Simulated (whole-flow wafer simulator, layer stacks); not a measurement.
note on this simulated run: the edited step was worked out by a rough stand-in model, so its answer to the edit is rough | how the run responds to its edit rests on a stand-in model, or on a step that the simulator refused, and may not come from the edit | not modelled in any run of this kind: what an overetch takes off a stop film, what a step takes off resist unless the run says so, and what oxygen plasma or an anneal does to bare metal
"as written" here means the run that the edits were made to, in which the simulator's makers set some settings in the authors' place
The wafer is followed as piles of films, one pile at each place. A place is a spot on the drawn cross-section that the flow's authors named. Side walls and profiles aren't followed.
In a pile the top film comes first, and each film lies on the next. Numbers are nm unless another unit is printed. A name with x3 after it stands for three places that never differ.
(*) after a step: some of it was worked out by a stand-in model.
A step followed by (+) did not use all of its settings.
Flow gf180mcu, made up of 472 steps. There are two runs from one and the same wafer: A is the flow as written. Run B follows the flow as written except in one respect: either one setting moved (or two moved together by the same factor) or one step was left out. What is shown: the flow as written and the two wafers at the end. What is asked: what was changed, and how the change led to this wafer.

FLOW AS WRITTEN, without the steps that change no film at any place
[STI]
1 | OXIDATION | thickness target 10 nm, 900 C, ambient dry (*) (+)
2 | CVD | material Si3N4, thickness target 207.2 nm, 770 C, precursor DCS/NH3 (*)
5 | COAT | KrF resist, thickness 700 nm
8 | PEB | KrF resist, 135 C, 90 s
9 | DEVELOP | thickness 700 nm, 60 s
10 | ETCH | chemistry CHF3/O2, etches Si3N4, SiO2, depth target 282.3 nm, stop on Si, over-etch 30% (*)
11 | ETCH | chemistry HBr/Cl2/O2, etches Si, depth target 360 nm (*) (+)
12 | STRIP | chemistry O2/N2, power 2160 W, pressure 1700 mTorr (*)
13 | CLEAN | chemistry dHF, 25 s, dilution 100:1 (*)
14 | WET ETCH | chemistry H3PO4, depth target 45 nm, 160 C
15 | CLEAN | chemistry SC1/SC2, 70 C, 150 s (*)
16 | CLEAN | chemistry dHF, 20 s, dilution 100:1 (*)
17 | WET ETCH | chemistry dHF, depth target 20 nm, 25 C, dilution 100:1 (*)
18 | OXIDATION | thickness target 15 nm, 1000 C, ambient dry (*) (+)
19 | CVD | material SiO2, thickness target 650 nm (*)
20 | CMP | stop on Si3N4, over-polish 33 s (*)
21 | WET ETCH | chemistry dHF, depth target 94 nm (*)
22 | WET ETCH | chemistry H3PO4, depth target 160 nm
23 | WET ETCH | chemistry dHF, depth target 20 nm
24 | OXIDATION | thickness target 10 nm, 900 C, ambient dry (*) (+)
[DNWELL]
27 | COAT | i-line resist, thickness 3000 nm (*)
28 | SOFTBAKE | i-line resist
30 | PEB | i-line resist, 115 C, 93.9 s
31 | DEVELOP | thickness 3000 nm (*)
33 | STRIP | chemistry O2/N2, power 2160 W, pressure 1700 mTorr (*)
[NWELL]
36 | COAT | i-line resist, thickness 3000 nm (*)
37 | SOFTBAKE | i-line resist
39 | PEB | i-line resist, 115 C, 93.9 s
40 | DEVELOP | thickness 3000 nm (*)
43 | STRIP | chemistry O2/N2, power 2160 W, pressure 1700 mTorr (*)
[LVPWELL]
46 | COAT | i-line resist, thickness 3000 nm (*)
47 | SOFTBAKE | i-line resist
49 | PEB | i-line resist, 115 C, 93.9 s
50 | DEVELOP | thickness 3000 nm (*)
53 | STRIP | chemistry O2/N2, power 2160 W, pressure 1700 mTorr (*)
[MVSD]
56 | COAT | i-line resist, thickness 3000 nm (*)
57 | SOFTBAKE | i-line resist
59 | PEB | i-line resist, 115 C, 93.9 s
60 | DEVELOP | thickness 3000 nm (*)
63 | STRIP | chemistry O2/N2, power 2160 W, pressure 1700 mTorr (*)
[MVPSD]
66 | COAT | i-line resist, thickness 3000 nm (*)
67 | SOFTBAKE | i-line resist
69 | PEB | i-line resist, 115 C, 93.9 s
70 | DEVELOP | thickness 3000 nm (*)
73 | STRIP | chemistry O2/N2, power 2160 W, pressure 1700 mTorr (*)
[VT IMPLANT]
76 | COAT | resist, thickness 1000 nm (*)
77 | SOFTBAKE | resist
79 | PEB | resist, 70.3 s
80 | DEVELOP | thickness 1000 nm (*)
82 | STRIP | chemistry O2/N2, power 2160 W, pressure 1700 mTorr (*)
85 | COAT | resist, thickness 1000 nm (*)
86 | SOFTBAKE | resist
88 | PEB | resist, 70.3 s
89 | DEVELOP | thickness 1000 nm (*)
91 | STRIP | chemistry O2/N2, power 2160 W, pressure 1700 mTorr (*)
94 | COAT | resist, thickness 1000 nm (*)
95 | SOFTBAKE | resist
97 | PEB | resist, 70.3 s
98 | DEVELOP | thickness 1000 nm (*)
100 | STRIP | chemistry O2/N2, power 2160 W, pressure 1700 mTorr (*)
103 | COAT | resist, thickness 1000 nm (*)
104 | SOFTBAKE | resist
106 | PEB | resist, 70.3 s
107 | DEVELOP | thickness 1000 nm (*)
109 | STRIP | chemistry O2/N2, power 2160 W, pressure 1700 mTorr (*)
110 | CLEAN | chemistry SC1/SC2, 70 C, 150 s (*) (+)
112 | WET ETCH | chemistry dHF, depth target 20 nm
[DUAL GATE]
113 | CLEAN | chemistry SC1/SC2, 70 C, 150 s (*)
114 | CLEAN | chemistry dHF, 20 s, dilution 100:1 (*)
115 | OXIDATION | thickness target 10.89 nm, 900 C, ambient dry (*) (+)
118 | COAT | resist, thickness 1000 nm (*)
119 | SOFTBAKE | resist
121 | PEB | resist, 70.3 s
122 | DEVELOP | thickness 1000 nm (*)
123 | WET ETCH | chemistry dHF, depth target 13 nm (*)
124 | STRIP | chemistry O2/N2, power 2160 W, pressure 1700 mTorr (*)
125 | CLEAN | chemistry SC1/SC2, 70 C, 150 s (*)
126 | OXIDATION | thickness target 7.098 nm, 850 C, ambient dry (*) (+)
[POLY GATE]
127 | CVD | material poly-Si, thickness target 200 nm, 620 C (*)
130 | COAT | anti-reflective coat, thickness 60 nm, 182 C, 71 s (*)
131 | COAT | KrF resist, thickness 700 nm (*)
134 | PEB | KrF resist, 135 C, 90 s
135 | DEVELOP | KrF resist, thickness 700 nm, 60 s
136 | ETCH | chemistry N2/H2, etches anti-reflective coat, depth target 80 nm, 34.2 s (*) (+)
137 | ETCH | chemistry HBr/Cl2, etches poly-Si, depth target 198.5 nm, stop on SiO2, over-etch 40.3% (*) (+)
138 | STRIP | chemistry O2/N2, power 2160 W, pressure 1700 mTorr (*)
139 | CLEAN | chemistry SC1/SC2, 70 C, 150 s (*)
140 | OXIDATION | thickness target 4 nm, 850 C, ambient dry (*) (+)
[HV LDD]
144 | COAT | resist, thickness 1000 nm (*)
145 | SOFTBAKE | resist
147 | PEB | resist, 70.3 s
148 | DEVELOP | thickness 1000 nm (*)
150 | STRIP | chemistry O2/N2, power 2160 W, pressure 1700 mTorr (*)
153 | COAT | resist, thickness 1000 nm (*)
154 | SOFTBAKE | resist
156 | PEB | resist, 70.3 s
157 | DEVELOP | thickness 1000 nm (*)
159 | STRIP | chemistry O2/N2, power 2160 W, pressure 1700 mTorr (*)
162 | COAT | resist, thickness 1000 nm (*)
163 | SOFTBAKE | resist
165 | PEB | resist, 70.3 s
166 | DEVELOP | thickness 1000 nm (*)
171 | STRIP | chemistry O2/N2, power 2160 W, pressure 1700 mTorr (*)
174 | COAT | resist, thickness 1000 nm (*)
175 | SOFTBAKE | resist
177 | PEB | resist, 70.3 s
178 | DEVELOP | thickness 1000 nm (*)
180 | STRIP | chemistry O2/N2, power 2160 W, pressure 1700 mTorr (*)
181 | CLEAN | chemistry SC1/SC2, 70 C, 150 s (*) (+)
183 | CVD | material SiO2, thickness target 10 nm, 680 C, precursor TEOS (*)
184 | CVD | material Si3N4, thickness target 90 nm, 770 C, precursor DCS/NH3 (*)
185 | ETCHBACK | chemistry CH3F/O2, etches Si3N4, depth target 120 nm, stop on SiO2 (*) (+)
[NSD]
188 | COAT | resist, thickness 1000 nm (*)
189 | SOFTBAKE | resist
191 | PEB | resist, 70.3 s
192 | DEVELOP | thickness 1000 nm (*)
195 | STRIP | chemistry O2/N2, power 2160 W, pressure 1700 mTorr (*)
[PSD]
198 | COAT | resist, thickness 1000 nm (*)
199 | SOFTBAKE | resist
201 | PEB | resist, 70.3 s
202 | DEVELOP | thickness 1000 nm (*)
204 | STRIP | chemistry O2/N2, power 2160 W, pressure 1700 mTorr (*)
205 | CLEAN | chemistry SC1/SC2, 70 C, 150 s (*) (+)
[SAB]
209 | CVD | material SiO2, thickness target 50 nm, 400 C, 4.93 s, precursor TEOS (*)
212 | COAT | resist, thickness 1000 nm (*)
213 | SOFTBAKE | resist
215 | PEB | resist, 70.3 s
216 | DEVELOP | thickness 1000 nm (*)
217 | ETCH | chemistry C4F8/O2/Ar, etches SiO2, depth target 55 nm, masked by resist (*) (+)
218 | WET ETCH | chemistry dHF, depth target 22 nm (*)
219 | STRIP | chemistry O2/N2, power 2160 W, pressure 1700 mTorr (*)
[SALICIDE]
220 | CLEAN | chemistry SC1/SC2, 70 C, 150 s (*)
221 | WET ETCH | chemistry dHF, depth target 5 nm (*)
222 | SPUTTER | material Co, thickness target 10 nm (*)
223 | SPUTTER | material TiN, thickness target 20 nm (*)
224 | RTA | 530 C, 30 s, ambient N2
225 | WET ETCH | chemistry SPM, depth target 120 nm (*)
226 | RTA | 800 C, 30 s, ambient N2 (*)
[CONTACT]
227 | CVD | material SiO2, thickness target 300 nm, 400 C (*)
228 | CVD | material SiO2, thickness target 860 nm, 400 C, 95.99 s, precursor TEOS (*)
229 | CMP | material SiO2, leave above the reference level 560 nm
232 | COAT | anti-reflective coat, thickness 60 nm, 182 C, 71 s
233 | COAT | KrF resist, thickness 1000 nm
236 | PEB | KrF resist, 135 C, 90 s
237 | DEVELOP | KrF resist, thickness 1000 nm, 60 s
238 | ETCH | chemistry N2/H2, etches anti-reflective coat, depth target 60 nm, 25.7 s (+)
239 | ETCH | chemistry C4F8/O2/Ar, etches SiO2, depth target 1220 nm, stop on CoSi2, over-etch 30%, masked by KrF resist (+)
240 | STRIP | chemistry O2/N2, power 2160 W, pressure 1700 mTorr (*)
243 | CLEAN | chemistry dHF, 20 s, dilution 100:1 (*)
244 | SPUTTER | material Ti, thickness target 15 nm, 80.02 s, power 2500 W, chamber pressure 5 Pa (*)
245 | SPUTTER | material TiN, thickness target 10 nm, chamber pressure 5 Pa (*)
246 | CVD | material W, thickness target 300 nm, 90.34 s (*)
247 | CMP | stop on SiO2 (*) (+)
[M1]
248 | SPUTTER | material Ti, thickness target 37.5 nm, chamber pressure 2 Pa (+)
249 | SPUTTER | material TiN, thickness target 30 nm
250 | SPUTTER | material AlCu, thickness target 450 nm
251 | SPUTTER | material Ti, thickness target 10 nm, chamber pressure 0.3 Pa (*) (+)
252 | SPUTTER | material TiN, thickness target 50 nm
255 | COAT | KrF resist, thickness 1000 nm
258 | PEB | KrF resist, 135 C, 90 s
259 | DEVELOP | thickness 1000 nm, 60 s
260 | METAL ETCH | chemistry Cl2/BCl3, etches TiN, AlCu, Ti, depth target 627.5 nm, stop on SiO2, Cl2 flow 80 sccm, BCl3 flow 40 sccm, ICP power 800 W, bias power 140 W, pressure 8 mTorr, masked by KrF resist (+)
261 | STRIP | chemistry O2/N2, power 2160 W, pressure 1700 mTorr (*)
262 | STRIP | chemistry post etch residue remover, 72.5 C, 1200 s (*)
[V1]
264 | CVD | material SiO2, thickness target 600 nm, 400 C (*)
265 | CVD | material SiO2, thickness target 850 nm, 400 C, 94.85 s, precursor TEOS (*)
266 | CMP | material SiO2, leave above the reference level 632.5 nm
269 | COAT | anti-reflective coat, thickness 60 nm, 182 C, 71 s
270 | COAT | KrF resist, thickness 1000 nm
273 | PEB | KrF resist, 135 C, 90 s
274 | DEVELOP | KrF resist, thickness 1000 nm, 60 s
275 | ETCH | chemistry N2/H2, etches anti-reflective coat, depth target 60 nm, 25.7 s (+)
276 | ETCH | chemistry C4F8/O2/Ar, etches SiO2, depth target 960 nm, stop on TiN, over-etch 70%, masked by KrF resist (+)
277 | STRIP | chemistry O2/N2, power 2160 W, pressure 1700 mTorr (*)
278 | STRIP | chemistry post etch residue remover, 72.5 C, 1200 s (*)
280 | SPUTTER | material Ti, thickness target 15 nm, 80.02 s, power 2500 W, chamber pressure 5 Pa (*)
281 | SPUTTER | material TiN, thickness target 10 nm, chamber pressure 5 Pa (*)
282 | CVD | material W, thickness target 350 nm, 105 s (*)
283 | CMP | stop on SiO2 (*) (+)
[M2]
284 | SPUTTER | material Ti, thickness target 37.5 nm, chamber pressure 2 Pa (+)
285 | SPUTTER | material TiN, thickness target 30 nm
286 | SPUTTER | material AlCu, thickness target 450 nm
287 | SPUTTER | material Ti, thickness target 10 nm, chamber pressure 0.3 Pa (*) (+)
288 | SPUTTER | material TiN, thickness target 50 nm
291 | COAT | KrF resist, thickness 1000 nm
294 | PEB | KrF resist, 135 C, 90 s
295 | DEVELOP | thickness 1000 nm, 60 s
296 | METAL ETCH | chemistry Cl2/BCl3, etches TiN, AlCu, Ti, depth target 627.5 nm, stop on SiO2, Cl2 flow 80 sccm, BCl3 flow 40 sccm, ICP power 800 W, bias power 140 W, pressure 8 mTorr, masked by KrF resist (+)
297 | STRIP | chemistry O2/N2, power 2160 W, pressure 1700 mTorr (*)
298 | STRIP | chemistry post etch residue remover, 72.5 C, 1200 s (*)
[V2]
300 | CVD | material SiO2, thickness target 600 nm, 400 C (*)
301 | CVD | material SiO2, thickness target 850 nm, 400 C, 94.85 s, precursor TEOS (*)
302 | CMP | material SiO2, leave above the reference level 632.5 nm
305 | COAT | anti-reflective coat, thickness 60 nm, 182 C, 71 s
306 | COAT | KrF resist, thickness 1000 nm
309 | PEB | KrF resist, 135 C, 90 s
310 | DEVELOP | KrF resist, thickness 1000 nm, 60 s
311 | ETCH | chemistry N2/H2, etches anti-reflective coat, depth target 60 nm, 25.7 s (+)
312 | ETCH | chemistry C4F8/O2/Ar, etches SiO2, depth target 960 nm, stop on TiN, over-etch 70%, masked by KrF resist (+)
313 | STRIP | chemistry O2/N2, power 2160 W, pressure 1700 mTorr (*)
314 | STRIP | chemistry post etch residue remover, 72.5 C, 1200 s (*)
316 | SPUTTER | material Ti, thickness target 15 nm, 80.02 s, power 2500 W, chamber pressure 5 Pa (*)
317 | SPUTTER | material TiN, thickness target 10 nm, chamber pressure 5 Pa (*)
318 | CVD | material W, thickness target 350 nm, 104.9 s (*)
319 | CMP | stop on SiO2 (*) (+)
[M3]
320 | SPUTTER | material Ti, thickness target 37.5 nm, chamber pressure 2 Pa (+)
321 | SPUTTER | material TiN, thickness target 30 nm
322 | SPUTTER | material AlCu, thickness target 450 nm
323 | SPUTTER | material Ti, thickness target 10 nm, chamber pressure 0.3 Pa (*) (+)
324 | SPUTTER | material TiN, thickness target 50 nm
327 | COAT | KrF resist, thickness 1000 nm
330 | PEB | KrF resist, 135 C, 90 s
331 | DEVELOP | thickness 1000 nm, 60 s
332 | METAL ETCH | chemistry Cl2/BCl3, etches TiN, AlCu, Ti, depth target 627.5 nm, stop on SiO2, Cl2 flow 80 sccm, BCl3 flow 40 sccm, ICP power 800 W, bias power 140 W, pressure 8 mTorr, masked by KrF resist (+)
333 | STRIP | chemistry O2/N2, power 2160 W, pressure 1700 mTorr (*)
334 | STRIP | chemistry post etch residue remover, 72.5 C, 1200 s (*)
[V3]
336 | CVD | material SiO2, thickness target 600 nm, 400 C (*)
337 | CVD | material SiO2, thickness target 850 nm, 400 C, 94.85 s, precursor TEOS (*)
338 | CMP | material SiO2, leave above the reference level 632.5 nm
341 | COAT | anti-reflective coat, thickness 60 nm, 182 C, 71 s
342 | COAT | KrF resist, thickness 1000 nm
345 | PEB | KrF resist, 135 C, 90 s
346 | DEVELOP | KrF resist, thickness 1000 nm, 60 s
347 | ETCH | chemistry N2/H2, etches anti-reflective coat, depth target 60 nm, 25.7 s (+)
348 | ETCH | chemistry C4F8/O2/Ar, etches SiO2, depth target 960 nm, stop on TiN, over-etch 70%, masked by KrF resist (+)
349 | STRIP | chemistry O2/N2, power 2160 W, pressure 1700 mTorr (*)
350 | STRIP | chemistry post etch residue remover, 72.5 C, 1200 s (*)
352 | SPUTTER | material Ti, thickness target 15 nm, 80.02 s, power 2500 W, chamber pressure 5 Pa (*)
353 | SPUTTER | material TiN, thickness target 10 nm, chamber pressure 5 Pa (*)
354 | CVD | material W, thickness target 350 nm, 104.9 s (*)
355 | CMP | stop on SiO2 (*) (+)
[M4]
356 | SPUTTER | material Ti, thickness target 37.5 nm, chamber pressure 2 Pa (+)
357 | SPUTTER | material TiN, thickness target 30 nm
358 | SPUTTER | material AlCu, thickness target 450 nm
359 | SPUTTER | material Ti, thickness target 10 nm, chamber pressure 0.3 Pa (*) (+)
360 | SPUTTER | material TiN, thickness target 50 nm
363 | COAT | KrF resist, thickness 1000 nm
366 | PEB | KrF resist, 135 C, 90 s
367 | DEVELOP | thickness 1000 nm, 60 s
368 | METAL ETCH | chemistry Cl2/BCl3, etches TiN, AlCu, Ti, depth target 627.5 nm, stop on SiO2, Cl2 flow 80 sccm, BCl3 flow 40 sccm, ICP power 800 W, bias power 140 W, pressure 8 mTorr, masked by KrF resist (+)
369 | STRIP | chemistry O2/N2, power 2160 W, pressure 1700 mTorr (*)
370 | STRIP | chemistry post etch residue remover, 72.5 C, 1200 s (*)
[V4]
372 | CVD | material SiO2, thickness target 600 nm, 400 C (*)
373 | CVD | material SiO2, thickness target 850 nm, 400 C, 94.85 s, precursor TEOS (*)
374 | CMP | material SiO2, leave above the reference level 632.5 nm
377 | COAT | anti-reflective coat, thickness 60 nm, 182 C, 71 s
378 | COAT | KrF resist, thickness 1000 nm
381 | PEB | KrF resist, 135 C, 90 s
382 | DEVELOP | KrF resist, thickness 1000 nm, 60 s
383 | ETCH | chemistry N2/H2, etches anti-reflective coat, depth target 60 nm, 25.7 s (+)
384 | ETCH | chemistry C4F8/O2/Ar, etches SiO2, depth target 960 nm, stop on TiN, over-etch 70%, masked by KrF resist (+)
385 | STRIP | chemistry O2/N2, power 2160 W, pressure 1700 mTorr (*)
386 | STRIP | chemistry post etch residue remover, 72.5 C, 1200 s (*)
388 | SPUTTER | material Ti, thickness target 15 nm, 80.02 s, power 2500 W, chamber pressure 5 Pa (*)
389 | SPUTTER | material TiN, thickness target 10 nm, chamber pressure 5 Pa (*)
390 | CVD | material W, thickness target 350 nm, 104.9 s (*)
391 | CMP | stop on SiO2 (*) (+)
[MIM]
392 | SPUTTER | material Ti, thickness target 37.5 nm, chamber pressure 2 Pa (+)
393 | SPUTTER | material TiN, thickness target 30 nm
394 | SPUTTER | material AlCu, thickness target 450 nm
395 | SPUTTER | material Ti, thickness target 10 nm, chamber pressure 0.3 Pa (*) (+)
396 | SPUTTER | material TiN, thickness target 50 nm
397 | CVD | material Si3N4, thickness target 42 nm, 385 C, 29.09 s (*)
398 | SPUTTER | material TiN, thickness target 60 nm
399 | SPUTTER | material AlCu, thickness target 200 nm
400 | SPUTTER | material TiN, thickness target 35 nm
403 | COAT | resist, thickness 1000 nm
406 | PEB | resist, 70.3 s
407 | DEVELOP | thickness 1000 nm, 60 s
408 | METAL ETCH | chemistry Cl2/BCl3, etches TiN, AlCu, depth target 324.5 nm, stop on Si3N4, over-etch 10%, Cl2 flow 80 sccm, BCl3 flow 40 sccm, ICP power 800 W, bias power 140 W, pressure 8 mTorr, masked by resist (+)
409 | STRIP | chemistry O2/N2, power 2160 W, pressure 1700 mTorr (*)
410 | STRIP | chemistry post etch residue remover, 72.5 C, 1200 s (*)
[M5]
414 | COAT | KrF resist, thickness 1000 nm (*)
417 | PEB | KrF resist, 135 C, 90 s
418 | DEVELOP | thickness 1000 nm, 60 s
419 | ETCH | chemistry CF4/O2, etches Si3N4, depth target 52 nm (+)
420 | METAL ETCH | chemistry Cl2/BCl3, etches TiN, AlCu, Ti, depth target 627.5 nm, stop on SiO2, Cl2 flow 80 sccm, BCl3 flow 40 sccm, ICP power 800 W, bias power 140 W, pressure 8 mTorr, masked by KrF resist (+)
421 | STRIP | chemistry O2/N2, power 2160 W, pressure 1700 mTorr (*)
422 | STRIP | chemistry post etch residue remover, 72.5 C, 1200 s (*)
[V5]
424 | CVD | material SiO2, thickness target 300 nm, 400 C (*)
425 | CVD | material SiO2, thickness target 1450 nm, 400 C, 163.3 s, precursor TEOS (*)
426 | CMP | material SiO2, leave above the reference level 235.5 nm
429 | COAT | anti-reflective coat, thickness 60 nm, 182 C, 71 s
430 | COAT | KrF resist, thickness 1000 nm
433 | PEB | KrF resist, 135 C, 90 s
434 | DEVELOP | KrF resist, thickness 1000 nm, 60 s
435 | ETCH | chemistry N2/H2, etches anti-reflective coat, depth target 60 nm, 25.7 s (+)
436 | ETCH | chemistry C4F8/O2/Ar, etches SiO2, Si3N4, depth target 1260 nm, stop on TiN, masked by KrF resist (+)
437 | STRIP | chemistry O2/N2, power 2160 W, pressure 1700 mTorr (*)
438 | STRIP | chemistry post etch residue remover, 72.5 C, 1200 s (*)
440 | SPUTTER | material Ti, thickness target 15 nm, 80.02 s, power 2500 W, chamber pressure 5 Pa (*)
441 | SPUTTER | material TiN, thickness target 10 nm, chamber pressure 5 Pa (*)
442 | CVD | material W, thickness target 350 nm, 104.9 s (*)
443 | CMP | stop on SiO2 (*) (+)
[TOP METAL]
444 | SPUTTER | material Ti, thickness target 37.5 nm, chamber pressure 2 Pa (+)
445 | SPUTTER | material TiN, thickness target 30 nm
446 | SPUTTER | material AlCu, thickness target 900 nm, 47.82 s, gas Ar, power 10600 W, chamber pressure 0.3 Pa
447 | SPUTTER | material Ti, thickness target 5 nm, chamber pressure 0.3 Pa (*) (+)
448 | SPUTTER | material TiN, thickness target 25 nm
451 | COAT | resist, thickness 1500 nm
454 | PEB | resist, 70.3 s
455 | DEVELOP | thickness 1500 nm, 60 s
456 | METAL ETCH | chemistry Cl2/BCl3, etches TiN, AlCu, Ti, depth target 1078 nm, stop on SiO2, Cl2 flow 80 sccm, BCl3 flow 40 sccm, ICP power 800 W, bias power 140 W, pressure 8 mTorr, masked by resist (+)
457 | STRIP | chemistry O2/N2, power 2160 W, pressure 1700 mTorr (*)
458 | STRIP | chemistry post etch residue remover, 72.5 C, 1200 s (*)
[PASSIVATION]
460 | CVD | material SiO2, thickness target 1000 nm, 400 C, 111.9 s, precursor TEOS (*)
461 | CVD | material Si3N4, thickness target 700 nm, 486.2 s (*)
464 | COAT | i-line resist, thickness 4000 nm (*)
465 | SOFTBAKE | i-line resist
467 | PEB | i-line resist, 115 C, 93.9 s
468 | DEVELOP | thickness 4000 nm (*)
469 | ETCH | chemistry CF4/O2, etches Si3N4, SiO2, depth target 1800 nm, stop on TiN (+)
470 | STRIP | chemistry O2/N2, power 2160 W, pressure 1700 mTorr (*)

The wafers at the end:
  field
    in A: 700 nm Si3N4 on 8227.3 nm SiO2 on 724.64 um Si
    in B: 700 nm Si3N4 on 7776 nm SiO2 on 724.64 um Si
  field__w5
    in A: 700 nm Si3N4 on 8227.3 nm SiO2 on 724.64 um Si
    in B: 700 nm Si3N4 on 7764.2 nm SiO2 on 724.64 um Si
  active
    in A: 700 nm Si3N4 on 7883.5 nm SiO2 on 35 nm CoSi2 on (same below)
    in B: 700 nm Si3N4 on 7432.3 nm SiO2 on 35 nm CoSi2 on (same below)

What caused this: step 425, CVD: thickness target 689 nm was run, though the flow has thickness target 1450 nm; step 425, CVD: 77.56 s was run, where the flow has 163.3 s.

The path from the change to this, step by step:
  425 | CVD | material SiO2, thickness target 1450 nm, 400 C, 163.3 s, precursor TEOS (*)
      field, field__w1, field__w4 and 100 more: A SiO2 gains 1450 | B SiO2 gains 698.4
      field__w2, field__w3, field__w12 and 6 more: A SiO2 gains 1421.8 | B SiO2 gains 685.4
  426 | CMP | material SiO2, leave above the reference level 235.5 nm
      field, field__w1, field__w5 and 92 more: A SiO2 loses 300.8 | B nothing
      field__w2, field__w3, field__w12 and 6 more: A SiO2 loses 272.7 | B nothing
      (and at 8 other places as well)
  429 | COAT | anti-reflective coat, thickness 60 nm, 182 C, 71 s
      field_sub, field_sub__w2, field_sub__w3, ld_gate_n, ld_sd_p, ld_gate_p, ld_body_p_dnw, gate_p_hv: A anti-reflective coat gains 60 (new film) | B anti-reflective coat gains 61.9 (new film)
      field_sub__w4, ld_sd_n, ld_acc_p, ld_fp_p, ld_drift_p, ld_drn_p: A anti-reflective coat gains 60 (new film) | B anti-reflective coat gains 61.8 (new film)
      (and at 59 other places as well)
  430 | COAT | KrF resist, thickness 1000 nm
      field: A KrF resist gains 1000 (new film) | B KrF resist gains 935.6 (new film)
      field__w5: A KrF resist gains 1000 (new film) | B KrF resist gains 1025.1 (new film)
      (and at 28 other places as well)
  433 | PEB | KrF resist, 135 C, 90 s
      field__w7, ppoly_u, npoly_sal: A KrF resist loses 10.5 | B KrF resist loses 12.1
      contact, m1: A KrF resist loses 10.5 | B KrF resist loses 6.14
      (and at 17 other places as well)
  434 | DEVELOP | KrF resist, thickness 1000 nm, 60 s
      contact: A KrF resist loses 989.5 (all of it) | B KrF resist loses 717.3 (all of it)
  435 | ETCH | chemistry N2/H2, etches anti-reflective coat, depth target 60 nm, 25.7 s (+)
      contact: A anti-reflective coat loses 60 (all of it), SiO2 loses 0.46 | B anti-reflective coat loses 8.86 (all of it), SiO2 loses 1.77
  437 | STRIP | chemistry O2/N2, power 2160 W, pressure 1700 mTorr (*)
      p_well, sti, spacer, sd_n, pad, dice_street: A KrF resist loses 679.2 (all of it), anti-reflective coat loses 60 (all of it) | B KrF resist loses 680 (all of it), anti-reflective coat loses 63 (all of it)
      ld_sd_p, ld_gate_p: A KrF resist loses 679.2 (all of it), anti-reflective coat loses 60 (all of it) | B KrF resist loses 683.5 (all of it), anti-reflective coat loses 61.9 (all of it)
      (and at 65 other places as well)
  440 | SPUTTER | material Ti, thickness target 15 nm, 80.02 s, power 2500 W, chamber pressure 5 Pa (*)
      field__w2: A Ti gains 15 (new film) | B Ti gains 14.4 (new film)
      contact: A Ti gains 8.12 (new film) | B Ti gains 10.6 (new film)
  441 | SPUTTER | material TiN, thickness target 10 nm, chamber pressure 5 Pa (*)
      contact: A TiN gains 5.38 (new film) | B TiN gains 7.02 (new film)
  442 | CVD | material W, thickness target 350 nm, 104.9 s (*)
      contact: A W gains 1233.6 (new film) | B W gains 778.8 (new film)
  443 | CMP | stop on SiO2 (*) (+)
      field__w3, field__w12, npoly_sal, ppoly_sal, nw_sep_fld, gate_hv5, gate_p_hv5, sti_nw: A W loses 350 (all of it), TiN loses 10 (all of it), Ti loses 15 (all of it), SiO2 loses 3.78 | B W loses 350 (all of it), TiN loses 9.87 (all of it), Ti loses 6.14
      field__w2: A W loses 350 (all of it), TiN loses 10 (all of it), Ti loses 15 (all of it), SiO2 loses 3.78 | B W loses 350.1 (all of it), TiN loses 9.6 (all of it), Ti loses 5.76
      (and at 102 other places as well)
  444 | SPUTTER | material Ti, thickness target 37.5 nm, chamber pressure 2 Pa (+)
      field__w2, field__w3, field__w12 and 6 more: A Ti gains 37.5 (new film) | B Ti gains 36.9
  445 | SPUTTER | material TiN, thickness target 30 nm
      field__w2, field__w3, field__w12 and 6 more: A TiN gains 30 (new film) | B TiN gains 28.9 (new film)
  446 | SPUTTER | material AlCu, thickness target 900 nm, 47.82 s, gas Ar, power 10600 W, chamber pressure 0.3 Pa
      field__w2, field__w3, field__w12 and 6 more: A AlCu gains 900 (new film) | B AlCu gains 877 (new film)
  447 | SPUTTER | material Ti, thickness target 5 nm, chamber pressure 0.3 Pa (*) (+)
      field__w2: A Ti gains 5 (new film) | B Ti gains 4 (new film)
  ... another 10 steps ...
  470 | STRIP | chemistry O2/N2, power 2160 W, pressure 1700 mTorr (*)
      field__w8, m1__w1: A i-line resist loses 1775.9 (all of it) | B i-line resist loses 1360.3 (all of it)
      m1: A i-line resist loses 1798.9 (all of it) | B i-line resist loses 1377.7 (all of it)
      (and at 3 other places as well)
